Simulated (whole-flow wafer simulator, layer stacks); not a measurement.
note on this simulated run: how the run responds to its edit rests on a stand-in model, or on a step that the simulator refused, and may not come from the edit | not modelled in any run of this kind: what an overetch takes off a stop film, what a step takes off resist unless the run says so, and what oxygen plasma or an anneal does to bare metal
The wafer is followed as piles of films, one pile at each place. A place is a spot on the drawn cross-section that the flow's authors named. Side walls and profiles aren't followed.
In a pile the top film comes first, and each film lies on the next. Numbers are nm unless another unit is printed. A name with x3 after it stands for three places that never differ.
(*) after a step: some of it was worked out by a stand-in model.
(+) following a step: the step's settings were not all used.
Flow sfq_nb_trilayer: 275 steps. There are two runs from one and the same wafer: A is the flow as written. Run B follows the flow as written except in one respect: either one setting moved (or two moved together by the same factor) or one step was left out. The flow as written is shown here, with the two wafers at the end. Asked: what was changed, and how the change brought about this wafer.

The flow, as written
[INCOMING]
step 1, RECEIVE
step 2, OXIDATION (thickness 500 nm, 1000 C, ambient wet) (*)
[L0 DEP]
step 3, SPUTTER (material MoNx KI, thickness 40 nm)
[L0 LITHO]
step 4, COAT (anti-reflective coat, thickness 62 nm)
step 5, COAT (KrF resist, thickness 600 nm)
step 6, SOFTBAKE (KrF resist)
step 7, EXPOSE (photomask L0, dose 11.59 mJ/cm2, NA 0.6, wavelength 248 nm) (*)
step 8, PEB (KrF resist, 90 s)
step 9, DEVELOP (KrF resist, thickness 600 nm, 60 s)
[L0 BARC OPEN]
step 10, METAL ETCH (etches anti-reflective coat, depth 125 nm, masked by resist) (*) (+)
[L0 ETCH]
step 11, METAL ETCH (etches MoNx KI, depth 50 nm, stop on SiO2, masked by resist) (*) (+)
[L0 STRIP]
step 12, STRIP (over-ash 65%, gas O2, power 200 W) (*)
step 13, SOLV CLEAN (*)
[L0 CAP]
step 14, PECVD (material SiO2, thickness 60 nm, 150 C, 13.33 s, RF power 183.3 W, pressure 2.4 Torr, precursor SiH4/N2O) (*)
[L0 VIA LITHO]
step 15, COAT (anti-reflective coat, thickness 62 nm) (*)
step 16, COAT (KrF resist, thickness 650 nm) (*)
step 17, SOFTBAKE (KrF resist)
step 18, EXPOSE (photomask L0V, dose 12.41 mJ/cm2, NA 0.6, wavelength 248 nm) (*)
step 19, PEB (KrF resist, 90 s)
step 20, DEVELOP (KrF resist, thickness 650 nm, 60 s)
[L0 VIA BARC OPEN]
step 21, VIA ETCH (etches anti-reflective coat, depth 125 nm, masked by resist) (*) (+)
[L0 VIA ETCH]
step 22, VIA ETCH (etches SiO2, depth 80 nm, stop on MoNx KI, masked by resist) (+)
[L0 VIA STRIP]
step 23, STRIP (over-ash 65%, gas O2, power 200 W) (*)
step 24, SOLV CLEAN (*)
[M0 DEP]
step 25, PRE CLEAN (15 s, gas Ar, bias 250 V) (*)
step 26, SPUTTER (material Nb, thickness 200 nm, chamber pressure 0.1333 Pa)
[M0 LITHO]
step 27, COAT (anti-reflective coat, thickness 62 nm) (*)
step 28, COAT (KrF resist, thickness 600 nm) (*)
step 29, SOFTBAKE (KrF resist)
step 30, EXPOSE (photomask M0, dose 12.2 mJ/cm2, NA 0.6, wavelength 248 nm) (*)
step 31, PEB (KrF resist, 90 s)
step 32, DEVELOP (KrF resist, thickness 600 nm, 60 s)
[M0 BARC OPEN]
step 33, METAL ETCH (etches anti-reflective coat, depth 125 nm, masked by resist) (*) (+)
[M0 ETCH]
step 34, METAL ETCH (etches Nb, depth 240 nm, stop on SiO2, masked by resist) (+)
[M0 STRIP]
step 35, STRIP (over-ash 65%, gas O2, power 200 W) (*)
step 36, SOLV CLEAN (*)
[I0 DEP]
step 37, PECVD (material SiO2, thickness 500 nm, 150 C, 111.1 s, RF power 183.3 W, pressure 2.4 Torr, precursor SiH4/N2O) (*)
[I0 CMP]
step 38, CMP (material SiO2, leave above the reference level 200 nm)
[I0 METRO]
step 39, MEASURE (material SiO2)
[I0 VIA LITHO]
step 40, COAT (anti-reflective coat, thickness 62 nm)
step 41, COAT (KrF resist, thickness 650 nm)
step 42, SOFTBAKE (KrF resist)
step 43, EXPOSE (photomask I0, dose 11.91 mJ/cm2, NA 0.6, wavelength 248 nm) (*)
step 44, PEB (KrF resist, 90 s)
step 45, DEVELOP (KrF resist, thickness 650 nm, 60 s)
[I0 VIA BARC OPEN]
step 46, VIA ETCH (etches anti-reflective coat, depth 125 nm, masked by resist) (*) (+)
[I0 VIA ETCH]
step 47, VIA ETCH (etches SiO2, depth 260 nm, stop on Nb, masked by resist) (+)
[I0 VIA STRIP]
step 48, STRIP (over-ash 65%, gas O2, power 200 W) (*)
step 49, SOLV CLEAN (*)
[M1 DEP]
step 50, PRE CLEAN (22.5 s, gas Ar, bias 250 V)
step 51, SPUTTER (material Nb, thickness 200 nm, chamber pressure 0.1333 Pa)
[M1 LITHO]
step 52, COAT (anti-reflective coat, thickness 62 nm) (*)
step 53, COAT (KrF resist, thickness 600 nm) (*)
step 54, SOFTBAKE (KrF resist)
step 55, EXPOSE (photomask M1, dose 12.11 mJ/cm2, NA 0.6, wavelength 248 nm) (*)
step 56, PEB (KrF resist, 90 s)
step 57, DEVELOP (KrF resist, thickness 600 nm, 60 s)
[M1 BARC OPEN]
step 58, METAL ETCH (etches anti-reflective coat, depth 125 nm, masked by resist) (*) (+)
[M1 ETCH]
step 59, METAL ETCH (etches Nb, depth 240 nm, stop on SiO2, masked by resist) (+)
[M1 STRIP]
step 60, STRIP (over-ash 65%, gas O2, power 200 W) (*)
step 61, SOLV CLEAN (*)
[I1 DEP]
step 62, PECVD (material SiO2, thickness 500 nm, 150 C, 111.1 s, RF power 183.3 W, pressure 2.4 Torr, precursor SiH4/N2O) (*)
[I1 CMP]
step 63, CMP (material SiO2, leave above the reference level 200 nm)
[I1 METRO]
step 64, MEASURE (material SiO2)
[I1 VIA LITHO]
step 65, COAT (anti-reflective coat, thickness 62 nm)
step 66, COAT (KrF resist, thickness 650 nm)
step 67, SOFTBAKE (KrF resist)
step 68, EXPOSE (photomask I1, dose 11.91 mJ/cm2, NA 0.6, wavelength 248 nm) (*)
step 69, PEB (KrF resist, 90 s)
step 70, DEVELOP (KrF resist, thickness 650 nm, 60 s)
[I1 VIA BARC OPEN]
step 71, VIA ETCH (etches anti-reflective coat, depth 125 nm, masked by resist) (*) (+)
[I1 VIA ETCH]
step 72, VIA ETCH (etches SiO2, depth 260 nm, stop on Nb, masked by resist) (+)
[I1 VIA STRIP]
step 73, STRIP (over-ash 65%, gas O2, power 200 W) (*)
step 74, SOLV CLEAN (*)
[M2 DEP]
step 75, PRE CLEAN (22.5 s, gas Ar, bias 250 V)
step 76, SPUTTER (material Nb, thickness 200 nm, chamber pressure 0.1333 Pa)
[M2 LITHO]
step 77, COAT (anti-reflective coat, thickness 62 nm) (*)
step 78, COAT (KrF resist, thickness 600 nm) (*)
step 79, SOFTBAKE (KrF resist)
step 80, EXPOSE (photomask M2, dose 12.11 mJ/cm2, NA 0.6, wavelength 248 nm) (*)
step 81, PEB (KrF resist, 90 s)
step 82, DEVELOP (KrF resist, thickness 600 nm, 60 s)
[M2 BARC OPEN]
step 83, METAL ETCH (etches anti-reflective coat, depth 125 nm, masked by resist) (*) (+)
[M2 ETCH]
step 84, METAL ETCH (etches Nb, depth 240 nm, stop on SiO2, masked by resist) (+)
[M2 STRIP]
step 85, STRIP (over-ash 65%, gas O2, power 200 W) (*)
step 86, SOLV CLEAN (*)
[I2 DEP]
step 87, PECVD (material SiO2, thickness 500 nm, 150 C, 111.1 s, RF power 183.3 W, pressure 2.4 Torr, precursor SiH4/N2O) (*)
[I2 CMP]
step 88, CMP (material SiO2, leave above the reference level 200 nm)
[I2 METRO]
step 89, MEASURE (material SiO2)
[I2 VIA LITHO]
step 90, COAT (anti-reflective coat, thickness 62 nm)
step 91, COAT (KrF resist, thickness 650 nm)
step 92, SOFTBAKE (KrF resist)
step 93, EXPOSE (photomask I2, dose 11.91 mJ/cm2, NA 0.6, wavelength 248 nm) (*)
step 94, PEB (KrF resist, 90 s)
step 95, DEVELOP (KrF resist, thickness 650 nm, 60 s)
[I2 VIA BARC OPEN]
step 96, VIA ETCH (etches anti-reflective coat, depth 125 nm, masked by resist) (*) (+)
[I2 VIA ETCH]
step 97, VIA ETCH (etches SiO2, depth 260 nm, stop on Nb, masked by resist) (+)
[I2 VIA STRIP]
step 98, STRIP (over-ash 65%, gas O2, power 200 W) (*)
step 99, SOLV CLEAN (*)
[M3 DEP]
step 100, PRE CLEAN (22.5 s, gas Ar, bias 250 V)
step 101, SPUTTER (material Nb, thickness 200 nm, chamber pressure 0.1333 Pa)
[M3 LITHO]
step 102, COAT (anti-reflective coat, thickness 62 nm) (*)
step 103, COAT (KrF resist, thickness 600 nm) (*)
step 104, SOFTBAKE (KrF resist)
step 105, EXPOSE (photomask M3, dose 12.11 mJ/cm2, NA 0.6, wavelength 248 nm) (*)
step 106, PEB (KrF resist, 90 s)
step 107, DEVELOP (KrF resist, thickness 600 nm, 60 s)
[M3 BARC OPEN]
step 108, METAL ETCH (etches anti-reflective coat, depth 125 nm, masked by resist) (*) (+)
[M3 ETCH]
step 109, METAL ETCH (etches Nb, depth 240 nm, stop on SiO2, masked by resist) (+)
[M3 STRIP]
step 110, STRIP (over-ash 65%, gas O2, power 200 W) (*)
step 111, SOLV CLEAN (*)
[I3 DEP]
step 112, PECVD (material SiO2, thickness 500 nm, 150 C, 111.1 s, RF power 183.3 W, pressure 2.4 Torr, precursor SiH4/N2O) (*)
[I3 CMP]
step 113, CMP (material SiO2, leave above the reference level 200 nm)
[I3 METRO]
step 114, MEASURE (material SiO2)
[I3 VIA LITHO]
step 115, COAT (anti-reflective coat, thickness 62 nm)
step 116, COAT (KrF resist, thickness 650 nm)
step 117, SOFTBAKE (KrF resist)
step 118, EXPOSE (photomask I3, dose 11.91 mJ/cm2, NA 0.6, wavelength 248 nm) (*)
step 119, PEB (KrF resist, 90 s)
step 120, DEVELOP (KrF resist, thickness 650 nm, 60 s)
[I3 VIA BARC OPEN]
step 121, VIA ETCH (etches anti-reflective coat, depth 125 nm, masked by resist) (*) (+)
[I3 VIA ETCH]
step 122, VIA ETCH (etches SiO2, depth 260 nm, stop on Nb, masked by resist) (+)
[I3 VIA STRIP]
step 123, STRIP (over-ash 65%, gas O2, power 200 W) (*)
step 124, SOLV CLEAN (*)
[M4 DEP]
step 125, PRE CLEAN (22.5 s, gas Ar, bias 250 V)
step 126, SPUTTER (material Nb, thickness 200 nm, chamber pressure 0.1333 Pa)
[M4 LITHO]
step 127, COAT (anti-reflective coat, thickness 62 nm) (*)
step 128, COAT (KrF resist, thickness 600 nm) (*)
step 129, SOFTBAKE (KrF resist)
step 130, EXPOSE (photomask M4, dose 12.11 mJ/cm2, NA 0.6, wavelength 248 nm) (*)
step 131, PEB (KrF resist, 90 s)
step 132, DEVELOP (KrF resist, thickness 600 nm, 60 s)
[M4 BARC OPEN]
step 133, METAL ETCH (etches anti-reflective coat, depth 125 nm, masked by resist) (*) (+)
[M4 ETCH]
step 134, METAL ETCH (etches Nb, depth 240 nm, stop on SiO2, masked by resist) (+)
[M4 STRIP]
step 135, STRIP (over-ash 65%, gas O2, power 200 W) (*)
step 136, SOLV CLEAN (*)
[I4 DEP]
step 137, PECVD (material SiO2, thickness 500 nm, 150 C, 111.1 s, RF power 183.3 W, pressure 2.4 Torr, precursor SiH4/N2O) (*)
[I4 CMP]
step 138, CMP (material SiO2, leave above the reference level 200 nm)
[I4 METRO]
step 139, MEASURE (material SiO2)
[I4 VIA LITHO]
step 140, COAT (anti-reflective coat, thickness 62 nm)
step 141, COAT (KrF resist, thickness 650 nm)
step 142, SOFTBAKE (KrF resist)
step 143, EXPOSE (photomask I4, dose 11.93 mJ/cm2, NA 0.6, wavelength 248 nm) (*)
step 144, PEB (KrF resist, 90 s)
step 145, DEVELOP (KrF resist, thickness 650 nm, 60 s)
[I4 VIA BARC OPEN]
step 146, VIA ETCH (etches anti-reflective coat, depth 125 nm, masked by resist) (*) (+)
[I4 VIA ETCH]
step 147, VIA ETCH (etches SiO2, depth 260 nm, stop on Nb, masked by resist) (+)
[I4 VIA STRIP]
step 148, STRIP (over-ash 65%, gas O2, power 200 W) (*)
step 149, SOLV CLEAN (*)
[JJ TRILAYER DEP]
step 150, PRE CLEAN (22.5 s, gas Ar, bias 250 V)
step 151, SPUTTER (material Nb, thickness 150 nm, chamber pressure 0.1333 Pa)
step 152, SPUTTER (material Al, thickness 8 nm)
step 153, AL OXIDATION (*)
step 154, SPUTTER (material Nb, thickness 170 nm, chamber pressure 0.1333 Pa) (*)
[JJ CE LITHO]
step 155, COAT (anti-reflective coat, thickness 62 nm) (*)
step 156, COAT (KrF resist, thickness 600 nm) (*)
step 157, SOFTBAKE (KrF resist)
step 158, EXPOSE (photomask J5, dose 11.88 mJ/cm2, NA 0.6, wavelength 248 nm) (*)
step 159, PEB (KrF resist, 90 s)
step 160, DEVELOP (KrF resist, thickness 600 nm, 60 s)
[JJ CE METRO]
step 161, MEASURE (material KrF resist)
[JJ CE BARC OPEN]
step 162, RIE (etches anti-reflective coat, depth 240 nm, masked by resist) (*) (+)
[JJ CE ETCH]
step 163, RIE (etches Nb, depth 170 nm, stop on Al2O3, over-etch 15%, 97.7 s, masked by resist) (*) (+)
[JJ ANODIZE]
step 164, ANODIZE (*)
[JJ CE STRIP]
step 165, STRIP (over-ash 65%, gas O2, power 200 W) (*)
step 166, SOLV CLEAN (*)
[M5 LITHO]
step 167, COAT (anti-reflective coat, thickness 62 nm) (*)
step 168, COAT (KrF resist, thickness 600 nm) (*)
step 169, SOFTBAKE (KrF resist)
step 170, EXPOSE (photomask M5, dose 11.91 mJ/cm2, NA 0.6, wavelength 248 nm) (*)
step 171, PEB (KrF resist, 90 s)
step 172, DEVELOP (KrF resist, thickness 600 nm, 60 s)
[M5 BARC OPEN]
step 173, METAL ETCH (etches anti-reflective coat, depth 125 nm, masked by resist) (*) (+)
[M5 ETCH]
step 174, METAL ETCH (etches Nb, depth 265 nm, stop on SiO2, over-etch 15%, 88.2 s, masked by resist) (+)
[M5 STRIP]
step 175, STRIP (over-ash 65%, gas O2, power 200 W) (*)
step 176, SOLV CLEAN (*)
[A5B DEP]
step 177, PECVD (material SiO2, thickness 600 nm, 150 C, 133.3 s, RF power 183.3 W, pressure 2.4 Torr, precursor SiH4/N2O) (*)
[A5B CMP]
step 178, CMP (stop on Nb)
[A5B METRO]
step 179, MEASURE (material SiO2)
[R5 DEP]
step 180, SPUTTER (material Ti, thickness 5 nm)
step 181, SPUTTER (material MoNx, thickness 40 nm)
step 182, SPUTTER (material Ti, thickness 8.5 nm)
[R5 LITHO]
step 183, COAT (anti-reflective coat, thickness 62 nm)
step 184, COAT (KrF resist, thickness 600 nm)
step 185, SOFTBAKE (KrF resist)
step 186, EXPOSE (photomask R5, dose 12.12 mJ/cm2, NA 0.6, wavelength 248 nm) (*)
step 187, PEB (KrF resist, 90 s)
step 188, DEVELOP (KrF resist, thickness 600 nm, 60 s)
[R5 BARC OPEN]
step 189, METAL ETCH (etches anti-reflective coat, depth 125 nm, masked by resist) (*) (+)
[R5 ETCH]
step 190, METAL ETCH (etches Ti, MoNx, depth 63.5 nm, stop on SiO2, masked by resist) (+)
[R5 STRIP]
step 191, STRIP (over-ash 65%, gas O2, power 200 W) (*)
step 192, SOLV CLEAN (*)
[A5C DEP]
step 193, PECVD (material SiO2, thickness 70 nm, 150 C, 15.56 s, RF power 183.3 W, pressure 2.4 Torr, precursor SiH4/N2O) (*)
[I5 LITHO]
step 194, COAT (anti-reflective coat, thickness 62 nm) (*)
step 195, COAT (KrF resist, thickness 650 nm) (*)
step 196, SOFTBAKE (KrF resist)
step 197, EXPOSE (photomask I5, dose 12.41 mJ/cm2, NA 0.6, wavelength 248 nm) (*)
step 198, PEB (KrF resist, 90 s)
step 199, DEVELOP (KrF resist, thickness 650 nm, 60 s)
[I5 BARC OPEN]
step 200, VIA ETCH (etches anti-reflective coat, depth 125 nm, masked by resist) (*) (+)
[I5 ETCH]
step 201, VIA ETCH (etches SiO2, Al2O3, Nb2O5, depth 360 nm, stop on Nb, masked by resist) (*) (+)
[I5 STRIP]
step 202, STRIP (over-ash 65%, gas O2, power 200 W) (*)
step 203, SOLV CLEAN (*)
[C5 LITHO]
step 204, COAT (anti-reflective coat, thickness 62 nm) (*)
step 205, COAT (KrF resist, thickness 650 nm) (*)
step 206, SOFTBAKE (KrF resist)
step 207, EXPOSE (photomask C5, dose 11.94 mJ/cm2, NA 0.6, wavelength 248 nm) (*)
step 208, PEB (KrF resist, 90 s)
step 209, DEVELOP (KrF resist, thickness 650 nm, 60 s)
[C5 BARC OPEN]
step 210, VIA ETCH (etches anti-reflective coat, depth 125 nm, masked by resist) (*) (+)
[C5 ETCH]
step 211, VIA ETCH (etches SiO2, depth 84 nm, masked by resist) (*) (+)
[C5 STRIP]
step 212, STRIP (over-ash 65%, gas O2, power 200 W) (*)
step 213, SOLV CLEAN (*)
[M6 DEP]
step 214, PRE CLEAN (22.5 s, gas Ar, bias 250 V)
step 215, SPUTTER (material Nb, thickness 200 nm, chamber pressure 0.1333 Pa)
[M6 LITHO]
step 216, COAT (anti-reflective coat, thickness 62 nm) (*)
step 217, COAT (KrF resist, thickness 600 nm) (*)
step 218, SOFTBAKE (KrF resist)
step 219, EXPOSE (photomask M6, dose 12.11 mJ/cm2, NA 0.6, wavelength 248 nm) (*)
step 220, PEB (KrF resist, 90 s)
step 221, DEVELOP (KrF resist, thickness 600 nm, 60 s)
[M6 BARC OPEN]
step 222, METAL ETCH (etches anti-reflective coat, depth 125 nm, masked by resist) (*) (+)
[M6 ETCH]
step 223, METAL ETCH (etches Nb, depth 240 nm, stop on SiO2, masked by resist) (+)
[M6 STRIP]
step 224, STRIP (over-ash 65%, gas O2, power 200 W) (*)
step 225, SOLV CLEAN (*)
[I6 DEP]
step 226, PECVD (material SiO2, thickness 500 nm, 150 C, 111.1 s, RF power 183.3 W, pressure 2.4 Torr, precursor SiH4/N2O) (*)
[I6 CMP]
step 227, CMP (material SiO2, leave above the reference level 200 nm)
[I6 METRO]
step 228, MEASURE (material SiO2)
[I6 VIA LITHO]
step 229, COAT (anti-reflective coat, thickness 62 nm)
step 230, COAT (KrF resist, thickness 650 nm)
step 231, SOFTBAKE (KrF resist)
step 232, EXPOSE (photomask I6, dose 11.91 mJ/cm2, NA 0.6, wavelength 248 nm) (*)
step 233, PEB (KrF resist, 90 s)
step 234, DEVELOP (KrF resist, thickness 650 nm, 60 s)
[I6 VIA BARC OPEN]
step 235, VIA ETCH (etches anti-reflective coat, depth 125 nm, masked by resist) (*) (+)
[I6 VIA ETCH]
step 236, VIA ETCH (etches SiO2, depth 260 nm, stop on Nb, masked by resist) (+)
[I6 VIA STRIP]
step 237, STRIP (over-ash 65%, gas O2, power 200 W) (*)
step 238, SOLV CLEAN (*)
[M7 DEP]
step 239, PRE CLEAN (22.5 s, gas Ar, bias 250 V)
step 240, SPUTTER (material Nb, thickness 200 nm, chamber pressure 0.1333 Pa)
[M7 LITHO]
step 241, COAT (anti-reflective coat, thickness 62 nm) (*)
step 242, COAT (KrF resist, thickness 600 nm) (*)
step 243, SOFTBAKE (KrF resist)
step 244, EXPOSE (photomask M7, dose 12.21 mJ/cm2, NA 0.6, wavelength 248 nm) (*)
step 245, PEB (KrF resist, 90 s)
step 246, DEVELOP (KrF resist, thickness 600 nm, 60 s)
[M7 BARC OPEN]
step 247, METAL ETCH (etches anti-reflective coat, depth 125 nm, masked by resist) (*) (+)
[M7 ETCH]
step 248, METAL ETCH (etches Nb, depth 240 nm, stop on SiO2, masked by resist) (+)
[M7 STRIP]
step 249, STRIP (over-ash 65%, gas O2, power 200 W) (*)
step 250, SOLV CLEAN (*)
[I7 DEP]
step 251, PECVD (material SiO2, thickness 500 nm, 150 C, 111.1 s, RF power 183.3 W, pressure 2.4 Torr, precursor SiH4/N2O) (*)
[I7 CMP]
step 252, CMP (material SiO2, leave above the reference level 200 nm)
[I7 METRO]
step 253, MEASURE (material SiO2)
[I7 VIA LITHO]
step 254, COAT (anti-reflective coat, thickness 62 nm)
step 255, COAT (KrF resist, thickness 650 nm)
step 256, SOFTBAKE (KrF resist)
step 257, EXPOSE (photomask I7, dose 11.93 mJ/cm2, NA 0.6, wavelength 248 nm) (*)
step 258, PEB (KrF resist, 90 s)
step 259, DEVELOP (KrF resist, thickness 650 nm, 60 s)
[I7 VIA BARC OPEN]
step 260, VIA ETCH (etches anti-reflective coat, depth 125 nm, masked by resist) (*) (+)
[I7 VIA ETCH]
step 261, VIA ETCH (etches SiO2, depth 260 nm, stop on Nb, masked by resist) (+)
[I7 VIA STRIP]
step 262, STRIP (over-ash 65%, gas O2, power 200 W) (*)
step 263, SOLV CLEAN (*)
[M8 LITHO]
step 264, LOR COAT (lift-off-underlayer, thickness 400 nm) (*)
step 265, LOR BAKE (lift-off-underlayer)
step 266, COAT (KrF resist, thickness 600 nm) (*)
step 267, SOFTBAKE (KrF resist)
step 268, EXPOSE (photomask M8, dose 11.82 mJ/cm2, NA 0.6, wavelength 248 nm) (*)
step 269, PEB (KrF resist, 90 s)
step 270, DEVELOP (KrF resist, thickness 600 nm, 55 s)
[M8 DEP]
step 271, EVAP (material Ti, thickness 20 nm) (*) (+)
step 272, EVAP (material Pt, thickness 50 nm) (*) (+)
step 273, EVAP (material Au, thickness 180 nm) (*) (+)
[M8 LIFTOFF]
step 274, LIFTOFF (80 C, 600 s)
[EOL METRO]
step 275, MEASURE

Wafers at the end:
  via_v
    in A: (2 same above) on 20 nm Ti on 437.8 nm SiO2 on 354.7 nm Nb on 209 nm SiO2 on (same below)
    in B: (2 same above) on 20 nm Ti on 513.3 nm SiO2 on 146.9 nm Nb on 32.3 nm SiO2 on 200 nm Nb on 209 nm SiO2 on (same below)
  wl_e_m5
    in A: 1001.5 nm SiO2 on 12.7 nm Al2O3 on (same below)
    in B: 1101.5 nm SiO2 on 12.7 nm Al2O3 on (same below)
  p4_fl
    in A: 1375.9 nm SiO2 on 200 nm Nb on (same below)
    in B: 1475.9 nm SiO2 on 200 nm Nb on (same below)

The reason: step 227, CMP: leave above the reference level 300 nm was run, while the flow as written has leave above the reference level 200 nm.

How this came from the change, step by step:
  step 227, CMP (material SiO2, leave above the reference level 200 nm)
      field_l, p4_fl, p4_fm and 59 more: A SiO2 loses 100 | B nothing
      moat, field_r, lsp_l, ln_m5, lsp_m: A SiO2 loses 93.6 | B nothing
      (and at 39 other places as well)
  step 229, COAT (anti-reflective coat, thickness 62 nm)
      lsp_r, l0v: A anti-reflective coat gains 62 (new film) | B anti-reflective coat gains 63.5 (new film)
      ln_m6: A anti-reflective coat gains 62 (new film) | B anti-reflective coat gains 60.2 (new film)
  step 236, VIA ETCH (etches SiO2, depth 260 nm, stop on Nb, masked by resist) (+)
      via_v: A SiO2 loses 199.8 (all of it) | B SiO2 loses 260
  step 237, STRIP (over-ash 65%, gas O2, power 200 W) (*)
      ln_m6: A KrF resist loses 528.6 (all of it), anti-reflective coat loses 62 (all of it) | B KrF resist loses 527 (all of it), anti-reflective coat loses 60.2 (all of it)
      lsp_r: A KrF resist loses 528.6 (all of it), anti-reflective coat loses 62 (all of it) | B KrF resist loses 531.4 (all of it), anti-reflective coat loses 63.5 (all of it)
      (and at 1 other place as well)
  step 239, PRE CLEAN (22.5 s, gas Ar, bias 250 V)
      via_v: A Nb loses 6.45 | B SiO2 loses 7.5
  step 240, SPUTTER (material Nb, thickness 200 nm, chamber pressure 0.1333 Pa)
      via_v: A Nb gains 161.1 | B Nb gains 146.9 (new film)
  step 241, COAT (anti-reflective coat, thickness 62 nm) (*)
      lsp_r, l0v: A anti-reflective coat gains 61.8 (new film) | B anti-reflective coat gains 63.1 (new film)
      via_sp: A anti-reflective coat gains 53.1 (new film) | B anti-reflective coat gains 49.9 (new film)
      (and at 4 other places as well)
  step 242, COAT (KrF resist, thickness 600 nm) (*)
      via_v: A KrF resist gains 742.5 (new film) | B KrF resist gains 801.4 (new film)
  step 247, METAL ETCH (etches anti-reflective coat, depth 125 nm, masked by resist) (*) (+)
      l0v: A anti-reflective coat loses 61.8 (all of it) | B anti-reflective coat loses 63.1 (all of it)
  step 249, STRIP (over-ash 65%, gas O2, power 200 W) (*)
      via_sp: A KrF resist loses 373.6 (all of it), anti-reflective coat loses 53.1 (all of it) | B KrF resist loses 369.4 (all of it), anti-reflective coat loses 49.9 (all of it)
      via_v: A KrF resist loses 524.5 (all of it), anti-reflective coat loses 126 (all of it) | B KrF resist loses 583.3 (all of it), anti-reflective coat loses 129.3 (all of it)
      (and at 4 other places as well)
  step 251, PECVD (material SiO2, thickness 500 nm, 150 C, 111.1 s, RF power 183.3 W, pressure 2.4 Torr, precursor SiH4/N2O) (*)
      via_v: A SiO2 gains 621 (new film) | B SiO2 gains 670.3 (new film)
  step 252, CMP (material SiO2, leave above the reference level 200 nm)
      moat, ln_m5, lsp_m: A SiO2 loses 300 | B SiO2 loses 293.6
      field_r, lsp_l: A SiO2 loses 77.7 | B SiO2 loses 71.3
      (and at 4 other places as well)
Taking metal films that touch as one body, via_v has 7 bodies (between them, from the top down: SiO2 513.3; SiO2 32.3; SiO2 209 / Al2O3 12.7 / Nb2O5 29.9; SiO2 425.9; SiO2 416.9; SiO2 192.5); the flow as written gives 6 bodies (between them, from the top down: SiO2 437.8; SiO2 209 / Al2O3 12.7 / Nb2O5 29.9; SiO2 425.9; SiO2 416.9; SiO2 192.5).
